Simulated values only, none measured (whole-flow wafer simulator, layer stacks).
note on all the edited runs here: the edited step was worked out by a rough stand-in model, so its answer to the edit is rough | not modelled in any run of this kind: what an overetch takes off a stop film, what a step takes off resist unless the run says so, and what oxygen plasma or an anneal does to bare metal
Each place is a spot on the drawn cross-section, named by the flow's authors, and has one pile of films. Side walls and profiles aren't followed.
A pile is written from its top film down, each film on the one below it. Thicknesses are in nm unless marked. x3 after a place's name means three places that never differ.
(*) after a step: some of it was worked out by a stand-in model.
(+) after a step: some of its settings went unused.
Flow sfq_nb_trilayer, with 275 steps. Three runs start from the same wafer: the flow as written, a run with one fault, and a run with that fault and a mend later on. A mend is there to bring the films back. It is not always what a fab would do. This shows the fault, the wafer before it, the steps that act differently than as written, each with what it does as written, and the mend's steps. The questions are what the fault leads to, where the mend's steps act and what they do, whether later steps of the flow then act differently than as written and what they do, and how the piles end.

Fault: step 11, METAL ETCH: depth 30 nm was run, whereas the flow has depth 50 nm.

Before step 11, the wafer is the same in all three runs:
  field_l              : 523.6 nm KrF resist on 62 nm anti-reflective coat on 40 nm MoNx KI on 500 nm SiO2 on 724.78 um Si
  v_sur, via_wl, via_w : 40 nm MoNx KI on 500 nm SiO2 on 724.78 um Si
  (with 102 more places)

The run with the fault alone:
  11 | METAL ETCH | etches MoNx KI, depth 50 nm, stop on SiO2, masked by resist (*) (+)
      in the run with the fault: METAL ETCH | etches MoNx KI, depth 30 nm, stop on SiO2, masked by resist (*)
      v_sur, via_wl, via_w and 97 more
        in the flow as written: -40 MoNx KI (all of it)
        in the run with the fault: -30 MoNx KI
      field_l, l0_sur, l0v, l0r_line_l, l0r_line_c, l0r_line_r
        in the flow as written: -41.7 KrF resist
        in the run with the fault: -25 KrF resist
  Steps further on in the flow that do not act as written (8 other steps are not shown; they differ only slightly, by no more than 2% or 0.5 nm, whichever is larger):
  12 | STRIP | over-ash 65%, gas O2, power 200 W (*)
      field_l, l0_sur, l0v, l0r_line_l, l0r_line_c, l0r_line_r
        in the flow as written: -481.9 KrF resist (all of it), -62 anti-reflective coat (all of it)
        in the run with the fault: -498.6 KrF resist (all of it), -62 anti-reflective coat (all of it)
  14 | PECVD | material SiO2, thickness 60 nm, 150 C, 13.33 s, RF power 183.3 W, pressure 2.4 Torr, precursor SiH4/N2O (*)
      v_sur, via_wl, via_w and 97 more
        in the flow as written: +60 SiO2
        in the run with the fault: +60 SiO2 (new film)
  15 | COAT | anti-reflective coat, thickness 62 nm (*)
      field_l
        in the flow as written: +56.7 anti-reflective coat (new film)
        in the run with the fault: +57.9 anti-reflective coat (new film)
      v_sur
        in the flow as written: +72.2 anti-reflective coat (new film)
        in the run with the fault: +69.7 anti-reflective coat (new film)
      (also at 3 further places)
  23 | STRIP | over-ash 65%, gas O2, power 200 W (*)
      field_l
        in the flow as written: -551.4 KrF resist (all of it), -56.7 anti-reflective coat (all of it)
        in the run with the fault: -553.6 KrF resist (all of it), -57.9 anti-reflective coat (all of it)
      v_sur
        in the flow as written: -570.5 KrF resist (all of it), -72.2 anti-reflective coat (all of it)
        in the run with the fault: -567.6 KrF resist (all of it), -69.7 anti-reflective coat (all of it)
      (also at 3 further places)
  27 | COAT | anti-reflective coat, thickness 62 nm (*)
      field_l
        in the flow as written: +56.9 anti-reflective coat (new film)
        in the run with the fault: +58.1 anti-reflective coat (new film)
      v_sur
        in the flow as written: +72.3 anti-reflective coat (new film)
        in the run with the fault: +69.8 anti-reflective coat (new film)
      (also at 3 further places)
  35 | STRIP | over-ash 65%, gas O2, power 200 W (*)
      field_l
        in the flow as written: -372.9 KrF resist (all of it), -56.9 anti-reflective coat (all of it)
        in the run with the fault: -375.3 KrF resist (all of it), -58.1 anti-reflective coat (all of it)
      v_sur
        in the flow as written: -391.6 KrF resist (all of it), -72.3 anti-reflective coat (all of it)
        in the run with the fault: -389.1 KrF resist (all of it), -69.8 anti-reflective coat (all of it)
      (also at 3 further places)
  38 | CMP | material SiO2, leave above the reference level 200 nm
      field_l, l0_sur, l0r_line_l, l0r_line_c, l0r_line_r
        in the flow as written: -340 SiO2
        in the run with the fault: -330 SiO2
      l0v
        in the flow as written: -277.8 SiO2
        in the run with the fault: -267.8 SiO2
  By the end, the piles at v_sur, via_wl, via_w and 97 more depart from the flow's by more than 2% or 0.5 nm, whichever is larger.
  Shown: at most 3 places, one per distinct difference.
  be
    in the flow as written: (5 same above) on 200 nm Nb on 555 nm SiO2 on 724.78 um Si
    in the run with the fault: (5 same above) on 200 nm Nb on 55 nm SiO2 on 10 nm MoNx KI on 500 nm SiO2 on 724.78 um Si
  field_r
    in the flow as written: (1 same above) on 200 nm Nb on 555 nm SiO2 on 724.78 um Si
    in the run with the fault: (1 same above) on 200 nm Nb on 55 nm SiO2 on 10 nm MoNx KI on 500 nm SiO2 on 724.78 um Si
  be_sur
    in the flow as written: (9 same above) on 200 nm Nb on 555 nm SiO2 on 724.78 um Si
    in the run with the fault: (9 same above) on 200 nm Nb on 55 nm SiO2 on 10 nm MoNx KI on 500 nm SiO2 on 724.78 um Si

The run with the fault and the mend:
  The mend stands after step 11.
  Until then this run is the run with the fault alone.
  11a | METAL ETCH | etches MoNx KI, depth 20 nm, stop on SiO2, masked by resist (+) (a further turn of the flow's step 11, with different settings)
      v_sur, via_wl, via_w and 97 more
        -10 MoNx KI (all of it)
      field_l, l0_sur, l0v, l0r_line_l, l0r_line_c, l0r_line_r
        -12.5 KrF resist
  Later steps of the flow that are run all act as written at every place that is followed, up to a difference of at most 2% or 0.5 nm, whichever is larger.
  At every place that both follow, the piles at the end match the flow's.
